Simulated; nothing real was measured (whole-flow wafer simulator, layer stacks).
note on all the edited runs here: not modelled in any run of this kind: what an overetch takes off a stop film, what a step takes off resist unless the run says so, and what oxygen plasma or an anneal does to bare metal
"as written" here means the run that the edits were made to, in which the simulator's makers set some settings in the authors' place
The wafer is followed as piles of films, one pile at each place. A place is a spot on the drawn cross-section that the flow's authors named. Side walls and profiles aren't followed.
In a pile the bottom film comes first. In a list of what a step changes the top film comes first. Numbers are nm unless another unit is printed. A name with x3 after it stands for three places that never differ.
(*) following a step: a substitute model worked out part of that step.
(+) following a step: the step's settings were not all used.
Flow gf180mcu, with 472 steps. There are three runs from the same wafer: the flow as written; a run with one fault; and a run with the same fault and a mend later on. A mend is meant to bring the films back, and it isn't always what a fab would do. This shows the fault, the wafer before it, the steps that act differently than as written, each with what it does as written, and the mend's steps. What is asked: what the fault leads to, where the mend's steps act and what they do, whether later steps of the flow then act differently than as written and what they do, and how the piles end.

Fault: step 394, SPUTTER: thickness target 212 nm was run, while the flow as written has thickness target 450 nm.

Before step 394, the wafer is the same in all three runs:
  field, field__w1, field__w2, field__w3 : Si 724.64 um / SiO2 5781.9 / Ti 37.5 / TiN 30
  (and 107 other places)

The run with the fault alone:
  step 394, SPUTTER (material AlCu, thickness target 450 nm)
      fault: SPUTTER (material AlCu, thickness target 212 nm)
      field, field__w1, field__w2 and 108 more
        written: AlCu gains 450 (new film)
        fault: AlCu gains 212 (new film)
  Steps further on in the flow that do not act as written (1 more step, not shown, differs only slightly: by at most 2% or 0.5 nm, whichever is larger):
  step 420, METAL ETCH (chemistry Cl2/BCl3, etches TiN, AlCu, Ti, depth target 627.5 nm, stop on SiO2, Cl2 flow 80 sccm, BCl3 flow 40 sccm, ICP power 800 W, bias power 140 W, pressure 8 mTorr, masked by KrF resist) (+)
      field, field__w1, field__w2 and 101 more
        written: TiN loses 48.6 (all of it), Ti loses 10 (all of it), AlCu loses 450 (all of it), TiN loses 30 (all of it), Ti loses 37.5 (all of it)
        fault: TiN loses 48.6 (all of it), Ti loses 10 (all of it), AlCu loses 212 (all of it), TiN loses 30 (all of it), Ti loses 37.5 (all of it)
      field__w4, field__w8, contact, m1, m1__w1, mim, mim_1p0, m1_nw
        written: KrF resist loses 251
        fault: KrF resist loses 202.8
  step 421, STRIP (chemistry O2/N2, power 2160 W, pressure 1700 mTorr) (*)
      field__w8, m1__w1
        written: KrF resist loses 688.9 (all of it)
        fault: KrF resist loses 737 (all of it)
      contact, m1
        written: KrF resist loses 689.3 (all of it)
        fault: KrF resist loses 737.5 (all of it)
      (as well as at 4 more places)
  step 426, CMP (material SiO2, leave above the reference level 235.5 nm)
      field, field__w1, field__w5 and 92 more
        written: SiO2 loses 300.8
        fault: SiO2 loses 538.8
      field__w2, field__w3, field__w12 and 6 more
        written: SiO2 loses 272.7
        fault: SiO2 loses 521.5
  The piles end different from the flow's at field, field__w1, field__w2 and 109 more by more than 2% or 0.5 nm, whichever is larger.
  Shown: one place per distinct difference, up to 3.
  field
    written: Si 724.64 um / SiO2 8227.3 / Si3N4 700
    fault: Si 724.64 um / SiO2 7989.3 / Si3N4 700
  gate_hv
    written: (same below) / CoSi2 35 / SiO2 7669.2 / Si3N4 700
    fault: (same below) / CoSi2 35 / SiO2 7431.2 / Si3N4 700
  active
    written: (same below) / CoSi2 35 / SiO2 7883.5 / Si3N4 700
    fault: (same below) / CoSi2 35 / SiO2 7645.5 / Si3N4 700

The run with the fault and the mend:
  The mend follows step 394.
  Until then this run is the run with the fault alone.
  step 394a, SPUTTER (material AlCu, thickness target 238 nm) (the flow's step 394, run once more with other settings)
      field, field__w1, field__w2 and 108 more
        AlCu gains 238
  Later steps of the flow that are run all act as written at every place that is followed.
  By the end, the piles equal the flow's at every place that both follow.
